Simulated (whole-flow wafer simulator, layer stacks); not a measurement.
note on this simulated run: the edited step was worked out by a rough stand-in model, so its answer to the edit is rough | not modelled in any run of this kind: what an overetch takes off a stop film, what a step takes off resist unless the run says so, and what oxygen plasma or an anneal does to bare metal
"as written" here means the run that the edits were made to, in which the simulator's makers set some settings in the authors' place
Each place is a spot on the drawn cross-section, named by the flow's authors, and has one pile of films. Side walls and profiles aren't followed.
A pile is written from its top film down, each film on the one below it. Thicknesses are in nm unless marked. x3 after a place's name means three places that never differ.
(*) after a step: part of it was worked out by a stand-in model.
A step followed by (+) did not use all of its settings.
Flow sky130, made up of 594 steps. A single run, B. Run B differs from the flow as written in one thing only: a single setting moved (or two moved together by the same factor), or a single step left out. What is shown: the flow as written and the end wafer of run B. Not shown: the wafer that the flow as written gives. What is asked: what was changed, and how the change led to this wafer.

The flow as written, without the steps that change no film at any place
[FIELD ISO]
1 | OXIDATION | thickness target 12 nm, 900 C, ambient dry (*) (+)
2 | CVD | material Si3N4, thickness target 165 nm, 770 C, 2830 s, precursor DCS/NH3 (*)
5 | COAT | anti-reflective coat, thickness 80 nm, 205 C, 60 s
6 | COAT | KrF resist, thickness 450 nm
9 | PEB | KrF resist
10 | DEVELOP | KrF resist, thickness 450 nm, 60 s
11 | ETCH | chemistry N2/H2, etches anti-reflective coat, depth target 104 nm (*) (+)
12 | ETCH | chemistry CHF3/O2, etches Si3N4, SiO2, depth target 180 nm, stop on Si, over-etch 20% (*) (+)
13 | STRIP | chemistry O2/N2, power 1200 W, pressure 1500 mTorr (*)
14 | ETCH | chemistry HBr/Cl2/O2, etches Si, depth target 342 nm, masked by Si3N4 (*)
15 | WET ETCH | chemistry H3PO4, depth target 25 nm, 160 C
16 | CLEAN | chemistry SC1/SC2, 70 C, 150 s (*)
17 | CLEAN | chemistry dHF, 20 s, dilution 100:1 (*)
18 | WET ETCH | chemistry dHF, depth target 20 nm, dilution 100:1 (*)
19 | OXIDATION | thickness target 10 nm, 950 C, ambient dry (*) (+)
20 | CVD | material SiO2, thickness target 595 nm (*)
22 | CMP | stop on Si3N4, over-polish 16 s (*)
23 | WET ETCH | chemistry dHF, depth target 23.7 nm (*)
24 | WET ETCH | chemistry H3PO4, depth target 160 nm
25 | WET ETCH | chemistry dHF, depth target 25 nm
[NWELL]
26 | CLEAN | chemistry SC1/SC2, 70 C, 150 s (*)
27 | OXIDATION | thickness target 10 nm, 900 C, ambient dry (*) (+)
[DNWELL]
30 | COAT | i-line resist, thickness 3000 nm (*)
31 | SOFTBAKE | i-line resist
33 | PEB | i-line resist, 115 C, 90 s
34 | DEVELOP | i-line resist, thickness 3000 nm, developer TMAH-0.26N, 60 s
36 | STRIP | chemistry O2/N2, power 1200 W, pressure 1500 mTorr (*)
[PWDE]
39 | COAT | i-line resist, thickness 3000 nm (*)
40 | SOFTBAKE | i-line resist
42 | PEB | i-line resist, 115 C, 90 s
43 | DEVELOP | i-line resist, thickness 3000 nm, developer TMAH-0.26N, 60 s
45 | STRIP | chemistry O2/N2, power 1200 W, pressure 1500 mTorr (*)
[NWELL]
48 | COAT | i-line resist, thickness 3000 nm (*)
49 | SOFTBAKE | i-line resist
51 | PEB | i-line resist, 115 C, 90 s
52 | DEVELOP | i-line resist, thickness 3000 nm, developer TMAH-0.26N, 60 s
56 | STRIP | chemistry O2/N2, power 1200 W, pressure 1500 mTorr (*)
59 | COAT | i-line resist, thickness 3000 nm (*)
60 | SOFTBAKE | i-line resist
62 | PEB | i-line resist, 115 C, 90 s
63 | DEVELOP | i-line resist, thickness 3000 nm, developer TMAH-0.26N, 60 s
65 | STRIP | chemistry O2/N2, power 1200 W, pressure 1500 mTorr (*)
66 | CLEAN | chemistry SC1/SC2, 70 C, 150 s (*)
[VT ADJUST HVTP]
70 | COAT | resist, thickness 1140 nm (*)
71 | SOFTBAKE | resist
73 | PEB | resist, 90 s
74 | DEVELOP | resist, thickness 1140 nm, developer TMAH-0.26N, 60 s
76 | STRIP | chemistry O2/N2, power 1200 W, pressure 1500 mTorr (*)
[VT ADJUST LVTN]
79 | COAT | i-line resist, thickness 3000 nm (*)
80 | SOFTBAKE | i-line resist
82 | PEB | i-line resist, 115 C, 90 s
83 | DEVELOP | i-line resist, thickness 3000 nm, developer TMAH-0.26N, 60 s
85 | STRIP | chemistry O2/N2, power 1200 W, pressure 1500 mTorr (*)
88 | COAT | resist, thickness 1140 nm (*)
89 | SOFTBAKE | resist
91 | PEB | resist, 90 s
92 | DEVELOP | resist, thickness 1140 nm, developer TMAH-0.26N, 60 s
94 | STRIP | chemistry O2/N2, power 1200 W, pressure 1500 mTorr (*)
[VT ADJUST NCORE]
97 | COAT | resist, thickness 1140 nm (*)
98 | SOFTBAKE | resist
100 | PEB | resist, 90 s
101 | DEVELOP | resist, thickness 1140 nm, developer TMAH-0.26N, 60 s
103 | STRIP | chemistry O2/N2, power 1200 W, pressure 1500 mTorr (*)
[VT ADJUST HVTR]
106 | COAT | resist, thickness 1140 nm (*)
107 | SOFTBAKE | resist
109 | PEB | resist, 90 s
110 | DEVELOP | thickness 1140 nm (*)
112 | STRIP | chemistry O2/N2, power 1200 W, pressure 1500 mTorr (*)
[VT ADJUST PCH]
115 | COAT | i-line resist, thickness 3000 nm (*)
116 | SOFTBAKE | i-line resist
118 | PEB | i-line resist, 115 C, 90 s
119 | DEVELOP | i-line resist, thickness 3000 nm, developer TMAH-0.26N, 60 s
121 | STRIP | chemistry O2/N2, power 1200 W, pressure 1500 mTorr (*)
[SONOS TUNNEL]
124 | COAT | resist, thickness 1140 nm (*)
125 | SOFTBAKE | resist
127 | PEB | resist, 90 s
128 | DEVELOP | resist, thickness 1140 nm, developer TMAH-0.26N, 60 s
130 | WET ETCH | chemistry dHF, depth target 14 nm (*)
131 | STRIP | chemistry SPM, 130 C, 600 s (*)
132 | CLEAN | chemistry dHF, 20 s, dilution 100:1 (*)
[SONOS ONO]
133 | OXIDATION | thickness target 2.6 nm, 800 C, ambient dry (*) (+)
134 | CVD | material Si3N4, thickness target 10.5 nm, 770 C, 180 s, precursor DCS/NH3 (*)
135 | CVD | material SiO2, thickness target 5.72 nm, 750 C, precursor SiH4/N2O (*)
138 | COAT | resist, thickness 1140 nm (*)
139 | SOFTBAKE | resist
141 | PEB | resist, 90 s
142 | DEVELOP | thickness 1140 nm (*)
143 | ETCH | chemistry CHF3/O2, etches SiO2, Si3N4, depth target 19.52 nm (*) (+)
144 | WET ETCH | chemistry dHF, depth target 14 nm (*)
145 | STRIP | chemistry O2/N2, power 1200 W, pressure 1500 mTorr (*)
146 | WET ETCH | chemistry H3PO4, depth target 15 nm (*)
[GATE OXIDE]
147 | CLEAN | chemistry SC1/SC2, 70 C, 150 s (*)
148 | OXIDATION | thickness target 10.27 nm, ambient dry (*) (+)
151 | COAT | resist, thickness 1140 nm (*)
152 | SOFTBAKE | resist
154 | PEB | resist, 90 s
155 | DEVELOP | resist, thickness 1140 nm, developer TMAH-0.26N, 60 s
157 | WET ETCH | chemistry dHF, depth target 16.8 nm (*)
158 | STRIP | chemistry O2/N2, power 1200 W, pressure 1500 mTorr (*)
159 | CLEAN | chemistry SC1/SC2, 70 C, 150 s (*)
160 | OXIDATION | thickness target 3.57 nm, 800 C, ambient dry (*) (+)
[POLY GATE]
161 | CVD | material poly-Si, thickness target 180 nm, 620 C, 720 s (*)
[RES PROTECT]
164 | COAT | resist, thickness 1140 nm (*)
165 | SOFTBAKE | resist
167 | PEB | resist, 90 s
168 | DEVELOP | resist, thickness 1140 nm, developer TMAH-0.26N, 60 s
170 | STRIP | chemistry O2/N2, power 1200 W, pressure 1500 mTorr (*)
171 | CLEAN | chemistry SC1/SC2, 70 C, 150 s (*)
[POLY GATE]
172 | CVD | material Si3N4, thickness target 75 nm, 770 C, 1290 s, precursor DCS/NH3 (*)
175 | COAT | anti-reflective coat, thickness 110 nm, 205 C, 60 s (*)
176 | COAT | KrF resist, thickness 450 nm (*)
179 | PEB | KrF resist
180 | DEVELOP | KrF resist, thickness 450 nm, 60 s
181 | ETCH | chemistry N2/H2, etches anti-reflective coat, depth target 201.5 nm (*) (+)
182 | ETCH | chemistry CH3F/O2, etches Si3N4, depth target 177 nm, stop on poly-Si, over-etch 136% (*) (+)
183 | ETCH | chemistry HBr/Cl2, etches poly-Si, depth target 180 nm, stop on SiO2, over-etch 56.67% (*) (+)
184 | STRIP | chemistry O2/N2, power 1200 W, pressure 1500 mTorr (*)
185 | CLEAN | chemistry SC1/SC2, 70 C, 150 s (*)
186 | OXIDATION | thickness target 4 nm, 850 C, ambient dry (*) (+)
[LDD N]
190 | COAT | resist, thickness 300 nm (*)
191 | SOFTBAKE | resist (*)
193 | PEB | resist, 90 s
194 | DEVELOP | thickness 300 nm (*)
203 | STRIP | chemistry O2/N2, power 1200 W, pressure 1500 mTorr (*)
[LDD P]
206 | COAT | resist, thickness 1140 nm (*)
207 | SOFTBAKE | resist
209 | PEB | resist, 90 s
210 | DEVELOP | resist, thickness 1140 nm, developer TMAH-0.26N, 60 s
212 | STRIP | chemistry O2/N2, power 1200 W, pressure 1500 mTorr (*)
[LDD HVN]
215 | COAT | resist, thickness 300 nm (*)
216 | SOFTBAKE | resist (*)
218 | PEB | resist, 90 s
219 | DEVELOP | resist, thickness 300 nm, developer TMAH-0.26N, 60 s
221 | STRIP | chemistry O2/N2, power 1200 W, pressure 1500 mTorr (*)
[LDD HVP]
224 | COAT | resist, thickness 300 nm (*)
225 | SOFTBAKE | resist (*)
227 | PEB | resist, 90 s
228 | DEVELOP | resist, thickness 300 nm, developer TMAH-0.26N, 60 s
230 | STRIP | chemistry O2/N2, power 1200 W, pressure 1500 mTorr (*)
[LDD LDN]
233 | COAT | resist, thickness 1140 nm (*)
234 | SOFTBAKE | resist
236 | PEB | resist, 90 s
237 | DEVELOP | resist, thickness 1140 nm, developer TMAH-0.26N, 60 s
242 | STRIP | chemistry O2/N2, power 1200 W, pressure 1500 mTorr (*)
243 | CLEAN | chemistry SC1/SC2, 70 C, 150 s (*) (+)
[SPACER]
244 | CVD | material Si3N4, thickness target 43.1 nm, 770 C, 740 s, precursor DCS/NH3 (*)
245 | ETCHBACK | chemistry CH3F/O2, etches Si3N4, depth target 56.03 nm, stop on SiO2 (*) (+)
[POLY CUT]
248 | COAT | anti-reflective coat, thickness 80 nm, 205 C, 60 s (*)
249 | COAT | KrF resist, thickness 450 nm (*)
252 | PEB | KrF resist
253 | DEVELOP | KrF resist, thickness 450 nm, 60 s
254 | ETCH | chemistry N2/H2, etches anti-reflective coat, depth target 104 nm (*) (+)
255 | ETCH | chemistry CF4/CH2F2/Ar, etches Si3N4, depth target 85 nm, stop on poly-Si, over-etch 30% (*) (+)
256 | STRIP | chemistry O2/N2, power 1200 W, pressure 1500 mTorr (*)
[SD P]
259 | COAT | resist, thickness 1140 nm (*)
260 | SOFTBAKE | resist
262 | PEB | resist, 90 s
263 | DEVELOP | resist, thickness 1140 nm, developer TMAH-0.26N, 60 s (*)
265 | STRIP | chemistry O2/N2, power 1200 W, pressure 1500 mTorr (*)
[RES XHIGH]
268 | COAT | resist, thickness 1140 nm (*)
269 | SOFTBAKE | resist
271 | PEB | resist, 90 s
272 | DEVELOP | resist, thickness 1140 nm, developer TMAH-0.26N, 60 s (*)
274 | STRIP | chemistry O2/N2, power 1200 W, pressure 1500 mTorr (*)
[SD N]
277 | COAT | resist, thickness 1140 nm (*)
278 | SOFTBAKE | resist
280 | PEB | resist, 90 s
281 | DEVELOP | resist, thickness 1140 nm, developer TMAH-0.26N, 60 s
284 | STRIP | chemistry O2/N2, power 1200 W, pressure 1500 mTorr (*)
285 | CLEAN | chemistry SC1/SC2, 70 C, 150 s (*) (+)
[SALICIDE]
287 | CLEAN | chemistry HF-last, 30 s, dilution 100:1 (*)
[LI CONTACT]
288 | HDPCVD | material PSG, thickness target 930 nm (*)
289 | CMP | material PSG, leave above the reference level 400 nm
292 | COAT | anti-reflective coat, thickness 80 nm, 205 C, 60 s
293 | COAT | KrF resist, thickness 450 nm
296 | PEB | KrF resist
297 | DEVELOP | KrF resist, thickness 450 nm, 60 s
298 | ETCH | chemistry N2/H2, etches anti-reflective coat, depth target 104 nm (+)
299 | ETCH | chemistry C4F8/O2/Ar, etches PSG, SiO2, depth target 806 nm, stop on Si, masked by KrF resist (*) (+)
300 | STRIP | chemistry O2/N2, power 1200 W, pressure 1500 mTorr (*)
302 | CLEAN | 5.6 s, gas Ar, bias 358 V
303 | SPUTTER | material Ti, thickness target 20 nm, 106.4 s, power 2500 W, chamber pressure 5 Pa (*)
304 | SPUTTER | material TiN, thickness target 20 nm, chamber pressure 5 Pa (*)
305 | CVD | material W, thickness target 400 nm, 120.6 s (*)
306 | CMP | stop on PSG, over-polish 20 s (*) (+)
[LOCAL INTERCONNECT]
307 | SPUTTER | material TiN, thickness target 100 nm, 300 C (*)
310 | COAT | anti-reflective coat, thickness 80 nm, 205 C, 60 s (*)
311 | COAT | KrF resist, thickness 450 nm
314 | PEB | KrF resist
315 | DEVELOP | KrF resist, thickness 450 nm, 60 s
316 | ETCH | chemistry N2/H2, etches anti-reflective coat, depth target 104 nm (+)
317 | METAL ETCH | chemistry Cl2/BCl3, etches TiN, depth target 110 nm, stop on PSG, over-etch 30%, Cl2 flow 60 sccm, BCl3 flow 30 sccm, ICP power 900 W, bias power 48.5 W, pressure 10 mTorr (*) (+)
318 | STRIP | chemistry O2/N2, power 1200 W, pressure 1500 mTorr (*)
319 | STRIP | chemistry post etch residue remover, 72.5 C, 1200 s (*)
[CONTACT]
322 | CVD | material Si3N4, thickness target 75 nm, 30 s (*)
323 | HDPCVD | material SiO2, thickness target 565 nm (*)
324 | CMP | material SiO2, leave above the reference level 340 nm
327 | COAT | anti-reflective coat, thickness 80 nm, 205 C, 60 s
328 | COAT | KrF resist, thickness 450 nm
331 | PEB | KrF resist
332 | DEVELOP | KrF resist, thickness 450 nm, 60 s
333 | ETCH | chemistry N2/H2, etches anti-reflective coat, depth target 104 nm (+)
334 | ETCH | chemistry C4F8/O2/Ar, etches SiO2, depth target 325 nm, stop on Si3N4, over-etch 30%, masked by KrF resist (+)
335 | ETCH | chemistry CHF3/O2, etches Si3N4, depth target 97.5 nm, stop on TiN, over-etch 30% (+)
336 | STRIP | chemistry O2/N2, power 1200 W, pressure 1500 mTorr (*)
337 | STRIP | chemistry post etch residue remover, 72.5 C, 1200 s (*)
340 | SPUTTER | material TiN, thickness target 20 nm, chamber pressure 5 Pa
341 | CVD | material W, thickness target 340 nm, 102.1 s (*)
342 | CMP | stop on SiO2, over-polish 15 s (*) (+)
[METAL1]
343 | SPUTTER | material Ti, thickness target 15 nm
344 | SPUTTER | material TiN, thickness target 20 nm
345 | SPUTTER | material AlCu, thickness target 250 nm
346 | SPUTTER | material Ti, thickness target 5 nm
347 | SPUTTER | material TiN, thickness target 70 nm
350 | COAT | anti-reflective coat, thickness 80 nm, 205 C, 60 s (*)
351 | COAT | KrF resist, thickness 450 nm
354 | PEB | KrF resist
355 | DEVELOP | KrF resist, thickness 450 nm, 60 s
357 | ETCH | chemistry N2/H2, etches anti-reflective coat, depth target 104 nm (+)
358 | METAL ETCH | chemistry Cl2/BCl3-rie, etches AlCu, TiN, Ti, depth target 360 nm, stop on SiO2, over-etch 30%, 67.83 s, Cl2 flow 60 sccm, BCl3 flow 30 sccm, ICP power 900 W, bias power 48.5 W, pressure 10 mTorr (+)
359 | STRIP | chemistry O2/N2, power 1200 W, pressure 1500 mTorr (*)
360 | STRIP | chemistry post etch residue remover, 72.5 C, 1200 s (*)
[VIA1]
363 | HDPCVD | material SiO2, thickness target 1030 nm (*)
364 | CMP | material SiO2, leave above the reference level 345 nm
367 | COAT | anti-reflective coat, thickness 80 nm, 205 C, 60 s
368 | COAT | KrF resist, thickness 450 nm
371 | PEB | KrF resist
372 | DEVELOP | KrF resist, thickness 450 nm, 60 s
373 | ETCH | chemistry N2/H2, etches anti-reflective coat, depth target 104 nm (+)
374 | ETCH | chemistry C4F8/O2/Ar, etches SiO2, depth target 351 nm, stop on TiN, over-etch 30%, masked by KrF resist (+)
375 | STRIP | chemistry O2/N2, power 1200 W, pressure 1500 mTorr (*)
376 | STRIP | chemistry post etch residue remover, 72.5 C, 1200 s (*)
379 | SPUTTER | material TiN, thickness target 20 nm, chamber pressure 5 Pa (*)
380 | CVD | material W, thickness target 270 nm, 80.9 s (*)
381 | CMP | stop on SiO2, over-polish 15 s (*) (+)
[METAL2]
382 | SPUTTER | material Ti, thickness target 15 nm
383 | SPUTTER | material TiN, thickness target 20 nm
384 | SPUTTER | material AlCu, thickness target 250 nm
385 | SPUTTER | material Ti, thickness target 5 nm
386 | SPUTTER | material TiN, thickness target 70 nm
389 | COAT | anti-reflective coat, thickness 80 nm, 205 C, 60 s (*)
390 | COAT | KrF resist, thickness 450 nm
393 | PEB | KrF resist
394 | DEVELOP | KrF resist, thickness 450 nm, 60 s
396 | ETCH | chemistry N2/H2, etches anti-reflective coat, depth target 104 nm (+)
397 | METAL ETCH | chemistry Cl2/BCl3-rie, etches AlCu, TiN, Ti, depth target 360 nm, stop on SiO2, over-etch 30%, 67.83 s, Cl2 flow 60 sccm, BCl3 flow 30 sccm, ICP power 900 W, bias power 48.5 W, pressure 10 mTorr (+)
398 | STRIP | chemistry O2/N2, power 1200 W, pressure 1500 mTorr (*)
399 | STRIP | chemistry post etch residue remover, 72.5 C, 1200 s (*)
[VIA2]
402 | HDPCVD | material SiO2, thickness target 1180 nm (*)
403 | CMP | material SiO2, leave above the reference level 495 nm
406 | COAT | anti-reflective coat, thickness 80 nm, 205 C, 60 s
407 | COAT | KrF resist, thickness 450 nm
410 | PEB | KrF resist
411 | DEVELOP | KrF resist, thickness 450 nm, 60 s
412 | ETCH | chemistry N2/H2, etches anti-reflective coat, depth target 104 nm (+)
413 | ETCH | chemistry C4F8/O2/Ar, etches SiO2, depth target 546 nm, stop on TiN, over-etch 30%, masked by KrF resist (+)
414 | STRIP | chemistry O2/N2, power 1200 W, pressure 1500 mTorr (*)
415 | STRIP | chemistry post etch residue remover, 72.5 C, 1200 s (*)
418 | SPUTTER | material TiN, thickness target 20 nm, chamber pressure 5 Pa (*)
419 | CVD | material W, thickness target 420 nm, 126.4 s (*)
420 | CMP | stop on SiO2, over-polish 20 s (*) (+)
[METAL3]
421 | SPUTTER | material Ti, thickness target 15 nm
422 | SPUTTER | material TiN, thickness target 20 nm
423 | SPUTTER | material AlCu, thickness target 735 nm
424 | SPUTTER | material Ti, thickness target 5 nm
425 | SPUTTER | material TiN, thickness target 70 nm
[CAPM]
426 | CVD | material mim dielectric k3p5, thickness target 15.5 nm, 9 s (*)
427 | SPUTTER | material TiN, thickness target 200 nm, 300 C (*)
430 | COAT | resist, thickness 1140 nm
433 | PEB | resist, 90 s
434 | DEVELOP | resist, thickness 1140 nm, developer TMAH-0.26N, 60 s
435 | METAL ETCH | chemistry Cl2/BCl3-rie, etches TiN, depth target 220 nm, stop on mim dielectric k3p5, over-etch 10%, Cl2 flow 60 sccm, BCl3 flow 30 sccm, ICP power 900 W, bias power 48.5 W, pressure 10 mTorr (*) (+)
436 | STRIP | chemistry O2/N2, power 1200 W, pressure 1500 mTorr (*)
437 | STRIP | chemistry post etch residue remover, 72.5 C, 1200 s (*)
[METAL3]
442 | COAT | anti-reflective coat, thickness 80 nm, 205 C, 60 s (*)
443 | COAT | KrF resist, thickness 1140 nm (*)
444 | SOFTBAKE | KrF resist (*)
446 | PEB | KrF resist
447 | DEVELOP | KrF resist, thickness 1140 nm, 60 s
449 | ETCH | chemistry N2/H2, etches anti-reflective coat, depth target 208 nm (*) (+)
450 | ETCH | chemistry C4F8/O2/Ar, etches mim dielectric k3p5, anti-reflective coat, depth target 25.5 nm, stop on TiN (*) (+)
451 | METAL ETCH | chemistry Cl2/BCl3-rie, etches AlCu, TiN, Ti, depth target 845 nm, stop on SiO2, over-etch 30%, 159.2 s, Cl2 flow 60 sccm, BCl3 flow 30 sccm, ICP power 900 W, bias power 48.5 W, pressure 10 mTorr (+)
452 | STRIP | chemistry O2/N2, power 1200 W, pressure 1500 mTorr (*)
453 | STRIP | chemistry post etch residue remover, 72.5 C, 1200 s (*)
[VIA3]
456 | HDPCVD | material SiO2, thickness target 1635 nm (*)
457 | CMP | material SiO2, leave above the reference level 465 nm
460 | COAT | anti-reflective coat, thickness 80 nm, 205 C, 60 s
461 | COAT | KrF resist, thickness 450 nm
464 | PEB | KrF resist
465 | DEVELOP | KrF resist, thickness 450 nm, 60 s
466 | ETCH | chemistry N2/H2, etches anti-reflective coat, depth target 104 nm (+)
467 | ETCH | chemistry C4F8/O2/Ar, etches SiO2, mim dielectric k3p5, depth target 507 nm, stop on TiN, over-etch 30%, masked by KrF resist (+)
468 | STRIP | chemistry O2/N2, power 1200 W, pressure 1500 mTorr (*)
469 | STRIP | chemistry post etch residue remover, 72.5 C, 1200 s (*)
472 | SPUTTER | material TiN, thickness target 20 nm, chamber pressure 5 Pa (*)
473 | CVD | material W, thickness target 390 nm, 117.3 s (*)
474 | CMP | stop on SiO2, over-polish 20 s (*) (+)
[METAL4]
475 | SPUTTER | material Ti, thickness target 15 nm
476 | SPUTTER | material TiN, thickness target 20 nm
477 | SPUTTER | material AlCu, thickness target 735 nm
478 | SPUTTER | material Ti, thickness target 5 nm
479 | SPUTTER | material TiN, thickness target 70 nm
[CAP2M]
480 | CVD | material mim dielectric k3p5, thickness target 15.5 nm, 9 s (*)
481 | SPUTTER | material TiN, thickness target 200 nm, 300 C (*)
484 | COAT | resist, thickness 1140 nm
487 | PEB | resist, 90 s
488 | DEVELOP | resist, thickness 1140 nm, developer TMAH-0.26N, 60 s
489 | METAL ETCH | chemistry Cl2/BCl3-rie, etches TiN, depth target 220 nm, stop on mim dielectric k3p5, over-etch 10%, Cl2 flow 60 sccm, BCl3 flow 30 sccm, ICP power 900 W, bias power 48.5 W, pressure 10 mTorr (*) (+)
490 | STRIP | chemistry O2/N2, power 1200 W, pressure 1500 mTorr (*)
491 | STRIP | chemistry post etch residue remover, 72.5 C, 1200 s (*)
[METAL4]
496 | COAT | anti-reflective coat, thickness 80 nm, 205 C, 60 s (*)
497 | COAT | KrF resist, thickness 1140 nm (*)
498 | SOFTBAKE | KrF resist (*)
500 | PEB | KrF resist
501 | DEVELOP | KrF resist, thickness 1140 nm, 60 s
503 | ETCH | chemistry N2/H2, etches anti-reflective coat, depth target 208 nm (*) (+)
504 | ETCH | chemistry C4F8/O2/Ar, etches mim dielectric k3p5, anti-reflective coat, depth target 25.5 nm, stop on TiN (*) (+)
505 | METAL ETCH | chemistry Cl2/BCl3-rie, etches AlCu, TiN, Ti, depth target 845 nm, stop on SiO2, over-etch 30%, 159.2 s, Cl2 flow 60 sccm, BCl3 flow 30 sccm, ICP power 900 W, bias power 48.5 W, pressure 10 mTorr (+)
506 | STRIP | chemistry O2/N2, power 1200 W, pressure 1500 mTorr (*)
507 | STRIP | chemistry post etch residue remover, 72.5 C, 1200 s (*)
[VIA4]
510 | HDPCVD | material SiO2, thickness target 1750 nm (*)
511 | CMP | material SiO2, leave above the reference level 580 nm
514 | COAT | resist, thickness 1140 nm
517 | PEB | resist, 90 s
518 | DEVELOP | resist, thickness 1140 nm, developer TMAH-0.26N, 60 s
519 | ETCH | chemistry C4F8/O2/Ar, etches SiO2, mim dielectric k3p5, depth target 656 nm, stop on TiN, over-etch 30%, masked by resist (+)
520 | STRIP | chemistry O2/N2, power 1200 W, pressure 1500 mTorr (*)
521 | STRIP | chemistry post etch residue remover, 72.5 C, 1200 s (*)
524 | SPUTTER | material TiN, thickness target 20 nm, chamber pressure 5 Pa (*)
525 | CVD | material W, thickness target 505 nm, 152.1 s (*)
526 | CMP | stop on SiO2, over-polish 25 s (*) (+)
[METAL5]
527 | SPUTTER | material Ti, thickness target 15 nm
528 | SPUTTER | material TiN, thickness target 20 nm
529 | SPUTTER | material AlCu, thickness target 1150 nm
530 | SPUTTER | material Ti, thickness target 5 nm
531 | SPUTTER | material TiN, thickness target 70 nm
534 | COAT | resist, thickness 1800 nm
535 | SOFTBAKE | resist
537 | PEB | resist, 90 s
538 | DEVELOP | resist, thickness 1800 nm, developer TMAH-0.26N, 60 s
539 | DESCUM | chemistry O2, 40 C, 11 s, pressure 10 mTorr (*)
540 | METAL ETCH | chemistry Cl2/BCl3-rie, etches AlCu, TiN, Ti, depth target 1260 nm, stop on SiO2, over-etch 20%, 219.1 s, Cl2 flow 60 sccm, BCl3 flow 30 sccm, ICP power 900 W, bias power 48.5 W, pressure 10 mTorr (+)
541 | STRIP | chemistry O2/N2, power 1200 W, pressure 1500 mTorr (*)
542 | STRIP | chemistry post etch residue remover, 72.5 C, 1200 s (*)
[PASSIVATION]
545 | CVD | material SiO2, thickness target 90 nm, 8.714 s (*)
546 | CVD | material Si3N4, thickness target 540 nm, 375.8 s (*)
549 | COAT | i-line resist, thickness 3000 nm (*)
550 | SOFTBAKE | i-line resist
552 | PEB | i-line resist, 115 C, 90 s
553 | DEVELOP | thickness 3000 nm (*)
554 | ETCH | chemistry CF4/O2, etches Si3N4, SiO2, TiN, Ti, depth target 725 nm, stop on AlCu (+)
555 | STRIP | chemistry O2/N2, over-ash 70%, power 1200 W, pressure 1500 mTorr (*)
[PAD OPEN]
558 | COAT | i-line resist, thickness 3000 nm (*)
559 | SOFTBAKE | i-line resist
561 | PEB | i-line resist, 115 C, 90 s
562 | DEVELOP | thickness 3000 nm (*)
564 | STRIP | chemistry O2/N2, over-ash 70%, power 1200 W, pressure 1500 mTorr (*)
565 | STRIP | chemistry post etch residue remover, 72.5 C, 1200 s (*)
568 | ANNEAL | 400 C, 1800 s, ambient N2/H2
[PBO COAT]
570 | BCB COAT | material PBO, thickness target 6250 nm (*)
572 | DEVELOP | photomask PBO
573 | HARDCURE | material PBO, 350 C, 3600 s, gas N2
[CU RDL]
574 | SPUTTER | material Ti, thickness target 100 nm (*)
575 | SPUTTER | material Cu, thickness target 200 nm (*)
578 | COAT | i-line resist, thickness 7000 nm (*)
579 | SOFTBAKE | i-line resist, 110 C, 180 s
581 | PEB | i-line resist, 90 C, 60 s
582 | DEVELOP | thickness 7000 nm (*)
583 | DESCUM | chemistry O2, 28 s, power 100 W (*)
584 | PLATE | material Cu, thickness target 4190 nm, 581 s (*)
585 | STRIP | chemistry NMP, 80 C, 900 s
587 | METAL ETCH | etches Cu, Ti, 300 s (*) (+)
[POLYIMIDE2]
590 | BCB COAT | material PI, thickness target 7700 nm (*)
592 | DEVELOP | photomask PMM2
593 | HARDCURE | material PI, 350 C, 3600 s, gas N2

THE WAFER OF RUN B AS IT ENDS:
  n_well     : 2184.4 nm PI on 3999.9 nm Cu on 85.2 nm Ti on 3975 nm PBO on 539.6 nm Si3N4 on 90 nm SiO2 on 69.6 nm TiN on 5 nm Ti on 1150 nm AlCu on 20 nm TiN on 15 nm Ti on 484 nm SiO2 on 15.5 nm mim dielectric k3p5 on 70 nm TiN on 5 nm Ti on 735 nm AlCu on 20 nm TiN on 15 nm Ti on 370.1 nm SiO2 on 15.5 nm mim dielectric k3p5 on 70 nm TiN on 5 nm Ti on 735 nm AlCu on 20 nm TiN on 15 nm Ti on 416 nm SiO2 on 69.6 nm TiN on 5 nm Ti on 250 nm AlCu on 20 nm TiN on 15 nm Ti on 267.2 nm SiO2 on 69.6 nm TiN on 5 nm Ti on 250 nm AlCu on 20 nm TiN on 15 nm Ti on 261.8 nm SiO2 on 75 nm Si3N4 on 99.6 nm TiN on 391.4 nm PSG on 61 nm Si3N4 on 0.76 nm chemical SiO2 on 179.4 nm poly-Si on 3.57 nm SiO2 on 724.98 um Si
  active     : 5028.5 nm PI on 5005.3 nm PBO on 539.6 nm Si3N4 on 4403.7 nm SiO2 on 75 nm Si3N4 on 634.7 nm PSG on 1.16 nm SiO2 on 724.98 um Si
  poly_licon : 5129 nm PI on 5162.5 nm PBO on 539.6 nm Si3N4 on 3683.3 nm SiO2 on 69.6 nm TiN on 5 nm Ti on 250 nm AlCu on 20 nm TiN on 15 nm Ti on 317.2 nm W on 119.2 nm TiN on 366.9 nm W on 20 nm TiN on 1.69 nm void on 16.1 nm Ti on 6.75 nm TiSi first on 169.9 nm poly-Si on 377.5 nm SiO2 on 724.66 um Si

The reason: step 574, SPUTTER: thickness target 85.2 nm was run, whereas the flow has thickness target 100 nm.
One can read it off the wafer: n_well has Ti 85.2, and step 574 as written asks for 100 nm.

Step by step, how the change led to this:
  574 | SPUTTER | material Ti, thickness target 100 nm (*)
      field, active, n_well and 190 more: +85.2 Ti (new film) (it would be, as written: +100 Ti (new film))
  587 | METAL ETCH | etches Cu, Ti, 300 s (*) (+)
      field, active, gate and 167 more: -200 Cu (all of it), -85.2 Ti (all of it) (it would be, as written: -200 Cu (all of it), -100 Ti (all of it))
  590 | BCB COAT | material PI, thickness target 7700 nm (*)
      de16_gate_nw: +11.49 um PI (new film) (it would be, as written: +11.5 um PI (new film))
